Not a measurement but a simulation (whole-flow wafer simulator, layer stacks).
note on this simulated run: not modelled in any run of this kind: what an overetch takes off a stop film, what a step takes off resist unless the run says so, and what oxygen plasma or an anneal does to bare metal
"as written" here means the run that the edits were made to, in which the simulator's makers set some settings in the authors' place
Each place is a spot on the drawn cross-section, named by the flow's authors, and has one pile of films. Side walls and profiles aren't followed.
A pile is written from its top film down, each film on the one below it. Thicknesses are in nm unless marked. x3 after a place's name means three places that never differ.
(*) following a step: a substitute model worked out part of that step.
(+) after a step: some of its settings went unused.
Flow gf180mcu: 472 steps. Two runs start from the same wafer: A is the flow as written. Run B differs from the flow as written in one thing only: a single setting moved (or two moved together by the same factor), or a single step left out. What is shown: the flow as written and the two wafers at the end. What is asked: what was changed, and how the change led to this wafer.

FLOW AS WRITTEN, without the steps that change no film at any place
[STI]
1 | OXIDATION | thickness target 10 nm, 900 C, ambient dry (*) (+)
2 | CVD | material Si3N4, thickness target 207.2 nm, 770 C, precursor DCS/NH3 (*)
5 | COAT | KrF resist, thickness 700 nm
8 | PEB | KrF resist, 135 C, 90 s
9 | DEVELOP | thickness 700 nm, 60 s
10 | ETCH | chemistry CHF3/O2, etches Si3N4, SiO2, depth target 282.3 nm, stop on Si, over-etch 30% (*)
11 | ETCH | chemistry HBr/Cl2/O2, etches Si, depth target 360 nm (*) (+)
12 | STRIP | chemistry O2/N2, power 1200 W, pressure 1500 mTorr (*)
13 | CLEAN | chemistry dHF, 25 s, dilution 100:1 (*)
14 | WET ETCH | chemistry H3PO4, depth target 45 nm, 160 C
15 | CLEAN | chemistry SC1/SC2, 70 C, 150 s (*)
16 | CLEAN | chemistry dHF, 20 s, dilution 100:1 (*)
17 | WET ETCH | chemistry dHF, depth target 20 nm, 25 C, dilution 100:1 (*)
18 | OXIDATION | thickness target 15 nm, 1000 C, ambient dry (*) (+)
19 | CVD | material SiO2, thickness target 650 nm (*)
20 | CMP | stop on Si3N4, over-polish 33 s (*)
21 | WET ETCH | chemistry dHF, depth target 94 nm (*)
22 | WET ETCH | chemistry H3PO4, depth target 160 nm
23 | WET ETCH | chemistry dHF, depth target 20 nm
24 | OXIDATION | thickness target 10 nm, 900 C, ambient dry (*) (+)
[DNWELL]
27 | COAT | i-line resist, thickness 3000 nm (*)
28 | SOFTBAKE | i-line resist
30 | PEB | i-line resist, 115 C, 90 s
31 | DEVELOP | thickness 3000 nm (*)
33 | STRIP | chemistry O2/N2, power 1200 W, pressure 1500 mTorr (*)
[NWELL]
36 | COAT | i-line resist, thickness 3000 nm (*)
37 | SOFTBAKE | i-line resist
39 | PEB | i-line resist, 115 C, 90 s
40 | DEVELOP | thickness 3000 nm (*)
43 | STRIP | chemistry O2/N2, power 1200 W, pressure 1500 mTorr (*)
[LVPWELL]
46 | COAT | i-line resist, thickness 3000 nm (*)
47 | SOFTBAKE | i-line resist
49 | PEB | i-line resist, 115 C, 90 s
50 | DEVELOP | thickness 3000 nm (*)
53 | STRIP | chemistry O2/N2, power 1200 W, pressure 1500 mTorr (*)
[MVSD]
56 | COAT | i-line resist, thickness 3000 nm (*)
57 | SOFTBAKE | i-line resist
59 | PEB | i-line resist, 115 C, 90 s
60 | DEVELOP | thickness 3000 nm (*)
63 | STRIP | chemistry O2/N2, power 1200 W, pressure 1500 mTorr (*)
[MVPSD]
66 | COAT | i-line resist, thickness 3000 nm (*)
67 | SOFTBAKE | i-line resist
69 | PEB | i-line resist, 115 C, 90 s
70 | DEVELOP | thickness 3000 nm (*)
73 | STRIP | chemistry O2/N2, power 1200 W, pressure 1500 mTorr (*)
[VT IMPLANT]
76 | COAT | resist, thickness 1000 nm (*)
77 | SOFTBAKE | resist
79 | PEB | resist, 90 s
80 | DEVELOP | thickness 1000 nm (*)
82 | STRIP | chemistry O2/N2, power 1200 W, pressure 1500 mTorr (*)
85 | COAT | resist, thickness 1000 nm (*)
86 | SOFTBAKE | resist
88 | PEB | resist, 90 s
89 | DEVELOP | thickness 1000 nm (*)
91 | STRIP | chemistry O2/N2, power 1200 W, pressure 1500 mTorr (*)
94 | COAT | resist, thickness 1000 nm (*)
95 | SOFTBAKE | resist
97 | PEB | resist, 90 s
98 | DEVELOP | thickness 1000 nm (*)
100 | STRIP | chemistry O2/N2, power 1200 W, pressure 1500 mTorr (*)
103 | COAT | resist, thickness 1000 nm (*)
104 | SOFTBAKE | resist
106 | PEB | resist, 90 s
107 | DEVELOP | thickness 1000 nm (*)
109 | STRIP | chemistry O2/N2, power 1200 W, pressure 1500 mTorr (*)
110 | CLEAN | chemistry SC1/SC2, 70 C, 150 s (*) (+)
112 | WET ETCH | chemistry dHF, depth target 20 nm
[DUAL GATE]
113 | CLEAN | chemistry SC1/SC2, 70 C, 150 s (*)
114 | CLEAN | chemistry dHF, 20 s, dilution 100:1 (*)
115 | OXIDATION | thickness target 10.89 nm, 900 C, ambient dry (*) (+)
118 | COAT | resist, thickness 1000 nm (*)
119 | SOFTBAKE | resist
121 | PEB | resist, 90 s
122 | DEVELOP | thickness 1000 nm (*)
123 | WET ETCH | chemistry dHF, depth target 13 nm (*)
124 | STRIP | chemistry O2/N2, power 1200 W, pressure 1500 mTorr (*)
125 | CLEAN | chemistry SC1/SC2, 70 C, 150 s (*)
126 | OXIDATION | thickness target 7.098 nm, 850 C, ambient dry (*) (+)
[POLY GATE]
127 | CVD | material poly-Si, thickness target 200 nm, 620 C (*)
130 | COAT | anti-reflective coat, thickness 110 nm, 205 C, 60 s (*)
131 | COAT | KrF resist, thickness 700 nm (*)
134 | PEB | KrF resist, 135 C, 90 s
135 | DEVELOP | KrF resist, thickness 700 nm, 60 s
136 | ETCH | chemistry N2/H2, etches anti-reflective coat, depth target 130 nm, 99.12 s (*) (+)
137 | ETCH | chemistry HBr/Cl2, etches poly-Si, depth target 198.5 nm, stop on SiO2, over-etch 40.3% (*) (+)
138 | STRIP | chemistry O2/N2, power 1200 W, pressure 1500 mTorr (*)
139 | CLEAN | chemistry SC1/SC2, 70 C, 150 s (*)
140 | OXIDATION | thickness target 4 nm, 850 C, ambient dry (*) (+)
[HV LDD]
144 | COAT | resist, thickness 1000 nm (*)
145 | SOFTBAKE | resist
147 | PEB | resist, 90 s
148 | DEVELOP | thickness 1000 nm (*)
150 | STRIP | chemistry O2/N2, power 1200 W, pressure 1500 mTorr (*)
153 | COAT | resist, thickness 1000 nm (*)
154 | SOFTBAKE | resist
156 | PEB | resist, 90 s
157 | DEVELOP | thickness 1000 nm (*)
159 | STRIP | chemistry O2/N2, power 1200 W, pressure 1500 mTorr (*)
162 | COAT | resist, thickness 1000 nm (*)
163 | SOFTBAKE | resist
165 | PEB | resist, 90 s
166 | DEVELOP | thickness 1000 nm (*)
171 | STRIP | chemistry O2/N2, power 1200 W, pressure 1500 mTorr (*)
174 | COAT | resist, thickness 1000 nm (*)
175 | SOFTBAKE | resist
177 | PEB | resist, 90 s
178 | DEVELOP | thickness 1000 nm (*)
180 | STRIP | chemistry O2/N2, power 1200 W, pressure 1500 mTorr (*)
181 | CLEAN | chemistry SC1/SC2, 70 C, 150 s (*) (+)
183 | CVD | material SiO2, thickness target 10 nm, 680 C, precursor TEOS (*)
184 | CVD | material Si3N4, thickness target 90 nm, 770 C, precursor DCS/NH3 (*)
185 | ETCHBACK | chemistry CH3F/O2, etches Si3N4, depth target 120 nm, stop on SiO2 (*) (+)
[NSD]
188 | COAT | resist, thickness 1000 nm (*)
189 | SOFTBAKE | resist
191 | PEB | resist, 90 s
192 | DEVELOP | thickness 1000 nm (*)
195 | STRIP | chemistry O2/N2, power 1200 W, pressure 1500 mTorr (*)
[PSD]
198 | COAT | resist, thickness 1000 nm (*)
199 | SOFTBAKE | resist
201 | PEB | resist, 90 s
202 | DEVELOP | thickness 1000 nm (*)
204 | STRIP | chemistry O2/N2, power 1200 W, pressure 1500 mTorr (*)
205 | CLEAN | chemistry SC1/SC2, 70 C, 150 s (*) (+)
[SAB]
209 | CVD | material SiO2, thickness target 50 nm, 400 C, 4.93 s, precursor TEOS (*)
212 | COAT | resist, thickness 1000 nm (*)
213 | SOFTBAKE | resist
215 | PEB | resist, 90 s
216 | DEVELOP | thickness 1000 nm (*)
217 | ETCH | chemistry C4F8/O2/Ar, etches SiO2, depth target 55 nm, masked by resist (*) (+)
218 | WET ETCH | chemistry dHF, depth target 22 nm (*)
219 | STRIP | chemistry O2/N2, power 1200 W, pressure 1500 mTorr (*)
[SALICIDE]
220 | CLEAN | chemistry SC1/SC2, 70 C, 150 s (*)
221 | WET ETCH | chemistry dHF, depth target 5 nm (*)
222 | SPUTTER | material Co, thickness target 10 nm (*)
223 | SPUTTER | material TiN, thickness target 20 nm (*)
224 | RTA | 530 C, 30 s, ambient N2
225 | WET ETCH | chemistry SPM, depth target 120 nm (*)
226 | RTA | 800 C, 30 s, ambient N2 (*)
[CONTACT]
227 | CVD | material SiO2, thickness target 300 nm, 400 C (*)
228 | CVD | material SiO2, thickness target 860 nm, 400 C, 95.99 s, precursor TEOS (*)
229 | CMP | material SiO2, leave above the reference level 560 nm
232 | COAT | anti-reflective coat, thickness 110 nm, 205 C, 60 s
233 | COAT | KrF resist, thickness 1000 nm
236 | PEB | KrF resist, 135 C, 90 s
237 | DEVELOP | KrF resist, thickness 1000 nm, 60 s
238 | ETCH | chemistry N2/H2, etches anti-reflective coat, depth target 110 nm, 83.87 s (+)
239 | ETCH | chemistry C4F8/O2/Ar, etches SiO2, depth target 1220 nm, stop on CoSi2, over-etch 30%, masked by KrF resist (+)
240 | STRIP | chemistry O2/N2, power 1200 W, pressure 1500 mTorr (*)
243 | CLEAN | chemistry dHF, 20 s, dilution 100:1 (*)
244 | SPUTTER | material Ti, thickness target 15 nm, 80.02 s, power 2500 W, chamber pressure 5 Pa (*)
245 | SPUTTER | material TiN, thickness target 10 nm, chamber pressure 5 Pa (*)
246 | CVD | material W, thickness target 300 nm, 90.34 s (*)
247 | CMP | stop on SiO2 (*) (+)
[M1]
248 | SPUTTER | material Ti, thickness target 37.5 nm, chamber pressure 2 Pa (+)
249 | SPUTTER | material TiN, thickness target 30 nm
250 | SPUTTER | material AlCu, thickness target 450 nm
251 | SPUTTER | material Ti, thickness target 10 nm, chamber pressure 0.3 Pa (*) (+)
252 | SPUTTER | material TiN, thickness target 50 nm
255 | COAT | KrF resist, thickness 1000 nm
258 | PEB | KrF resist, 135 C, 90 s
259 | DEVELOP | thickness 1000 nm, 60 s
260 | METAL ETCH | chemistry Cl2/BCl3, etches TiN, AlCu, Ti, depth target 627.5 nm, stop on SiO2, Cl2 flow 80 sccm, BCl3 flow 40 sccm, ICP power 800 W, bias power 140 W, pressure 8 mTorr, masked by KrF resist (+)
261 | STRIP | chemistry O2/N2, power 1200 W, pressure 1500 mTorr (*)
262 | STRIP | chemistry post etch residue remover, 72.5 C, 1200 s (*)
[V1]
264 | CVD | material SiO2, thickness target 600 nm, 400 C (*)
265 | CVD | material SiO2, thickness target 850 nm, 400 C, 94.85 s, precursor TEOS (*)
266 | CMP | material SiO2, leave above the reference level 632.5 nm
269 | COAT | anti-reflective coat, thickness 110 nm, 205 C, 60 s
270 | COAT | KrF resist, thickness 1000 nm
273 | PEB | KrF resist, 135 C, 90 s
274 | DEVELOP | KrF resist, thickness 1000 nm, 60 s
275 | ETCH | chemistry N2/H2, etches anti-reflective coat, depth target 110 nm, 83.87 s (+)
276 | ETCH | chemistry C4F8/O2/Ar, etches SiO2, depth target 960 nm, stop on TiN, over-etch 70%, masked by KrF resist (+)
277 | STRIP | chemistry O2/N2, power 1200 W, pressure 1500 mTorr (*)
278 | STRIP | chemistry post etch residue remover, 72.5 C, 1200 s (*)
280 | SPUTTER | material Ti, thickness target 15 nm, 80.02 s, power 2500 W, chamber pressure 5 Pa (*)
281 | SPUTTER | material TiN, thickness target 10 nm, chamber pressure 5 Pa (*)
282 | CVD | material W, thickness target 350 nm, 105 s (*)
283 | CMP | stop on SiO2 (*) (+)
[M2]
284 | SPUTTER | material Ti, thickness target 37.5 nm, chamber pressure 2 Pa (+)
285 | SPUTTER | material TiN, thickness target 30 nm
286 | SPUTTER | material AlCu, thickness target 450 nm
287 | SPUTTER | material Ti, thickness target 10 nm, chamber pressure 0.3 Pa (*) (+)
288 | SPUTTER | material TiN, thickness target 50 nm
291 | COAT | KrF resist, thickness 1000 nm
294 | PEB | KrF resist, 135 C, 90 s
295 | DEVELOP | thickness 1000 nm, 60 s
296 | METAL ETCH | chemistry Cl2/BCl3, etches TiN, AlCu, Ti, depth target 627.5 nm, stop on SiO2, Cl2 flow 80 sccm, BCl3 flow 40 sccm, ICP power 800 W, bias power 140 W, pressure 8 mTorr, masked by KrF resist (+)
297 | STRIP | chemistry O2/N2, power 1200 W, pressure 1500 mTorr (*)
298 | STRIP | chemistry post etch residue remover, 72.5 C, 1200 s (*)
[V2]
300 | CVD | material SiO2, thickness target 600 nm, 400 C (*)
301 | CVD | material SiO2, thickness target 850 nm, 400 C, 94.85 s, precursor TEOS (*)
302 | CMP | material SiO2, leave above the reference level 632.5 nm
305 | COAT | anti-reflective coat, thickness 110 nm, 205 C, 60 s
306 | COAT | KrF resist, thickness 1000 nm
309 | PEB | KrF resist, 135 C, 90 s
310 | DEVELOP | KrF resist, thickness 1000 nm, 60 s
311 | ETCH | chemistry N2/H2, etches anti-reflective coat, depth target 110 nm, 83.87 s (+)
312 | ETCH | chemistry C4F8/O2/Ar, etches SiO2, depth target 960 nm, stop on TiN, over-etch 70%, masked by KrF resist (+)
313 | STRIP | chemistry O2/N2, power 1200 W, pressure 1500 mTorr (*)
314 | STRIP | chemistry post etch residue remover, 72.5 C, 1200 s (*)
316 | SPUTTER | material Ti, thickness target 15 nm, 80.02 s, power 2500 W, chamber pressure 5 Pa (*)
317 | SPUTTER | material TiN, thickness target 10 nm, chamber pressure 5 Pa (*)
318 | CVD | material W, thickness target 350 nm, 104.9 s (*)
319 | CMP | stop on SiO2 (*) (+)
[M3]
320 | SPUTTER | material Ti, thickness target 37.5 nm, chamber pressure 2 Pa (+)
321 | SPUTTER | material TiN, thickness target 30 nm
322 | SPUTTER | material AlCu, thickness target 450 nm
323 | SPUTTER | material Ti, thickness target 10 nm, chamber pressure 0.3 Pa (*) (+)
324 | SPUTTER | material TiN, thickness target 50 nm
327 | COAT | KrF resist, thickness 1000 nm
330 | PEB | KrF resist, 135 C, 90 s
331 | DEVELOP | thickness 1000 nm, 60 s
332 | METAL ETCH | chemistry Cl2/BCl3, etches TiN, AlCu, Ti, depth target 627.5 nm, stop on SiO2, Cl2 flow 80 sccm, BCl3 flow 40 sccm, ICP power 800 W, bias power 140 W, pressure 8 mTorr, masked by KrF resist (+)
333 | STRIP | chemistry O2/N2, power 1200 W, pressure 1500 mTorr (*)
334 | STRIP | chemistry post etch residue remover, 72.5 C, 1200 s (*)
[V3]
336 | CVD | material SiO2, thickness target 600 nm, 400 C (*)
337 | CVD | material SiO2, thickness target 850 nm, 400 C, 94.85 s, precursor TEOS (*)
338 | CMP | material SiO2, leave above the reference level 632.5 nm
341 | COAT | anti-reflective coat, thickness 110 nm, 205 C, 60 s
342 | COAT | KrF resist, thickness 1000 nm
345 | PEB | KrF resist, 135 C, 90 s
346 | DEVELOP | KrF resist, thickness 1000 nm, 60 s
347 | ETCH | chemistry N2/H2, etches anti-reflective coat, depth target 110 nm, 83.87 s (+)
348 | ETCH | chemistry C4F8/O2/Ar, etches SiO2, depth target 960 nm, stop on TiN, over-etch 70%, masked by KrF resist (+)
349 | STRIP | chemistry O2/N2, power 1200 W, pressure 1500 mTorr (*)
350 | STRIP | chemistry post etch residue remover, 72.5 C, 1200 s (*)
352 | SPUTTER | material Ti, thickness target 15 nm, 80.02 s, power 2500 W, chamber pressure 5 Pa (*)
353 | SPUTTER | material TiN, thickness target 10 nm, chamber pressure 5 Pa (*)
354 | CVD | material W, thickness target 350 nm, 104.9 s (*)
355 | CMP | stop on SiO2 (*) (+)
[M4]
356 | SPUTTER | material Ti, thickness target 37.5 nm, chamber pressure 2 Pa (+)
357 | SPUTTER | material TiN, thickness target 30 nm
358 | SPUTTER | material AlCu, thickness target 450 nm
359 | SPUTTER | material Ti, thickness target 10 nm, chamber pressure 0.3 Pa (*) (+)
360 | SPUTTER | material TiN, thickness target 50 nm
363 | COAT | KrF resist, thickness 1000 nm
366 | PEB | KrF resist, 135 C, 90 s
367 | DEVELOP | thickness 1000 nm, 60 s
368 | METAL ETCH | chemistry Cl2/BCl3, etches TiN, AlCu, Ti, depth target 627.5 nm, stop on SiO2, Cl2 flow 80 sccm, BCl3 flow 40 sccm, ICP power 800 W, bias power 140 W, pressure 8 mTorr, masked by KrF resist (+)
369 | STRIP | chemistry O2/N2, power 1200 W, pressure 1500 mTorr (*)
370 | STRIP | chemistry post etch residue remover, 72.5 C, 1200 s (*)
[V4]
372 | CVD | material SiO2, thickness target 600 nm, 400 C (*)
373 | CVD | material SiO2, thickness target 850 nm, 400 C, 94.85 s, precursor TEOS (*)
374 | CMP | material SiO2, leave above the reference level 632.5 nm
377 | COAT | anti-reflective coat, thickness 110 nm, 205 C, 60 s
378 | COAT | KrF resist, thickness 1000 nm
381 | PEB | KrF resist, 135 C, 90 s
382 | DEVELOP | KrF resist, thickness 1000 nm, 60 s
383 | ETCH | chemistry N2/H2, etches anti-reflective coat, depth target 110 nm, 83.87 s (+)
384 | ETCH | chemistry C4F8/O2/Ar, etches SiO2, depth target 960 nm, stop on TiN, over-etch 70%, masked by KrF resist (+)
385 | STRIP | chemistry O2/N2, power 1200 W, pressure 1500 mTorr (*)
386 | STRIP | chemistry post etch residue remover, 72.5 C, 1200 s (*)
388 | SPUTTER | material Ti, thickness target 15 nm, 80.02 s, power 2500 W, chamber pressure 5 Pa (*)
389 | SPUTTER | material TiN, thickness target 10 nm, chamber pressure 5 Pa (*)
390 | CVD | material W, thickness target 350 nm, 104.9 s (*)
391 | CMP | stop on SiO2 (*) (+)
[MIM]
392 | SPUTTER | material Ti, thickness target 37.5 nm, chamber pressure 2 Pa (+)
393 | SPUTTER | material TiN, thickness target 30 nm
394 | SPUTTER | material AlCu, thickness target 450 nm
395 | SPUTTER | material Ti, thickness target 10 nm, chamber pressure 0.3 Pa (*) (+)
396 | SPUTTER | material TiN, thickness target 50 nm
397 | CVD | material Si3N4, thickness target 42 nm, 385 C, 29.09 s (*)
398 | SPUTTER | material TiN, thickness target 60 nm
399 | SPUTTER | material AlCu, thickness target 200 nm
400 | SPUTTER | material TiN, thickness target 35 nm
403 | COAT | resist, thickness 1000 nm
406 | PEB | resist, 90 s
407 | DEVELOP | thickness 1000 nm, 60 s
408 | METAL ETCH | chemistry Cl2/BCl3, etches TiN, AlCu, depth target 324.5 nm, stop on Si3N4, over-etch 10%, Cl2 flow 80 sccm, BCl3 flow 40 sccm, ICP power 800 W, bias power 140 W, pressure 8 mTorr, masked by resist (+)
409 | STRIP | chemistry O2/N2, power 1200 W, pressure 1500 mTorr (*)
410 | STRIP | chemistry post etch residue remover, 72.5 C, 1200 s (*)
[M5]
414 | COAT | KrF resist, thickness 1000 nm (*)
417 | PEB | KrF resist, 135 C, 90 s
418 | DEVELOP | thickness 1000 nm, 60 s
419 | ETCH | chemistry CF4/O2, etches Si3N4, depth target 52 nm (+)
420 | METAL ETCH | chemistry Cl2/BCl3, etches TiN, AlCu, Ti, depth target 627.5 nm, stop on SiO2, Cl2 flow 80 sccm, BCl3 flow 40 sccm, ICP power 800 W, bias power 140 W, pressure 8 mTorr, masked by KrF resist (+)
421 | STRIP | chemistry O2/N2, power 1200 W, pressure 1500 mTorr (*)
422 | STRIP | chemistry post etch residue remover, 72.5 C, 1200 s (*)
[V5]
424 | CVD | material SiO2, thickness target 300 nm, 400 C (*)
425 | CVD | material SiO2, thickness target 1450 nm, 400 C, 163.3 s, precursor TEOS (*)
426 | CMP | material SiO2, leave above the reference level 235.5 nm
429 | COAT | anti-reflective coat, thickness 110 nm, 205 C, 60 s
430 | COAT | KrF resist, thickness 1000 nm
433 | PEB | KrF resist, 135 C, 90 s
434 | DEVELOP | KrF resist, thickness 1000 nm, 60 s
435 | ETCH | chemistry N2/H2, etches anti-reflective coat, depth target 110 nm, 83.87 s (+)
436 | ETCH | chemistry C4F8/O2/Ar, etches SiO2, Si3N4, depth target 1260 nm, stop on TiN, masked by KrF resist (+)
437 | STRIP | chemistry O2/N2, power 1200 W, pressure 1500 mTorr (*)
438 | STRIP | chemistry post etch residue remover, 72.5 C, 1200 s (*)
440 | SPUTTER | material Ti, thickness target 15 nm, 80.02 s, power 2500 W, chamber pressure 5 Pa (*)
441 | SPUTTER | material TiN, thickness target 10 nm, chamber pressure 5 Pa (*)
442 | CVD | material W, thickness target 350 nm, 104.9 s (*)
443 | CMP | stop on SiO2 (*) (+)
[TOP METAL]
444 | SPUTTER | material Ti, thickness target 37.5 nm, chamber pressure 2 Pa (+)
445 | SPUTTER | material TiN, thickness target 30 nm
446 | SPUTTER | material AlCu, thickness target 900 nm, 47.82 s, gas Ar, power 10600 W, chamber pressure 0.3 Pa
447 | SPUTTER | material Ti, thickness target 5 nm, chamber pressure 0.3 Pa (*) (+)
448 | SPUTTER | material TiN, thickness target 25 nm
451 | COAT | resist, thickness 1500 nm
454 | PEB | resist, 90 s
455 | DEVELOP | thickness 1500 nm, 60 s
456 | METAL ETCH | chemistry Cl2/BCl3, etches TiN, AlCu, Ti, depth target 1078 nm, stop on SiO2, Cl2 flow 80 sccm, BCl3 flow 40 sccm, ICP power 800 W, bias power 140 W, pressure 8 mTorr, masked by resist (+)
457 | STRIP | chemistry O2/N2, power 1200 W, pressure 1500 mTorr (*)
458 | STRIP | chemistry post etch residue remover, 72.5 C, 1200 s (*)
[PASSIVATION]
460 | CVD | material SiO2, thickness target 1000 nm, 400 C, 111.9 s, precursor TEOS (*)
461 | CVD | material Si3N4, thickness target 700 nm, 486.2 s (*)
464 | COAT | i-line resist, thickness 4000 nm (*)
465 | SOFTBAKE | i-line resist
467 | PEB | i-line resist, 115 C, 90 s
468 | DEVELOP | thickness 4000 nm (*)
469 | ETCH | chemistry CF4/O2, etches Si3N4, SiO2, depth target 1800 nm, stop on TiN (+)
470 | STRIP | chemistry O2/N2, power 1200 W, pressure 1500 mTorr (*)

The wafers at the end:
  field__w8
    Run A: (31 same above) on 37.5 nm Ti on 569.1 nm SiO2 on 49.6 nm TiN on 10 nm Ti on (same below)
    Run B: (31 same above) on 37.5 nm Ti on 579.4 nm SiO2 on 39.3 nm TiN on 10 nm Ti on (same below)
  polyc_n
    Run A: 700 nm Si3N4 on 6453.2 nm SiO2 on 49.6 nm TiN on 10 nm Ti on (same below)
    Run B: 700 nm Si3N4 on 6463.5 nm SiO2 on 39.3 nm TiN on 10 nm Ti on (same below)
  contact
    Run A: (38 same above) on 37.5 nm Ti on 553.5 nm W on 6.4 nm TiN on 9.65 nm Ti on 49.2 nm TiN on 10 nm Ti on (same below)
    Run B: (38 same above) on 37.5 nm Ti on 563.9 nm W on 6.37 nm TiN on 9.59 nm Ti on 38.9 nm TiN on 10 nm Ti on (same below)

What caused this: step 252, SPUTTER: thickness target 39.7 nm was run, while the flow as written has thickness target 50 nm.

The path from the change to this, step by step:
  252 | SPUTTER | material TiN, thickness target 50 nm
      field, field__w1, field__w2 and 108 more: A TiN gains 50 (new film) | B TiN gains 39.7 (new film)
  260 | METAL ETCH | chemistry Cl2/BCl3, etches TiN, AlCu, Ti, depth target 627.5 nm, stop on SiO2, Cl2 flow 80 sccm, BCl3 flow 40 sccm, ICP power 800 W, bias power 140 W, pressure 8 mTorr, masked by KrF resist (+)
      field, field__w1, field__w2 and 99 more: A TiN loses 50 (all of it), Ti loses 10 (all of it), AlCu loses 450 (all of it), TiN loses 30 (all of it), Ti loses 37.5 (all of it) | B TiN loses 39.7 (all of it), Ti loses 10 (all of it), AlCu loses 450 (all of it), TiN loses 30 (all of it), Ti loses 37.5 (all of it)
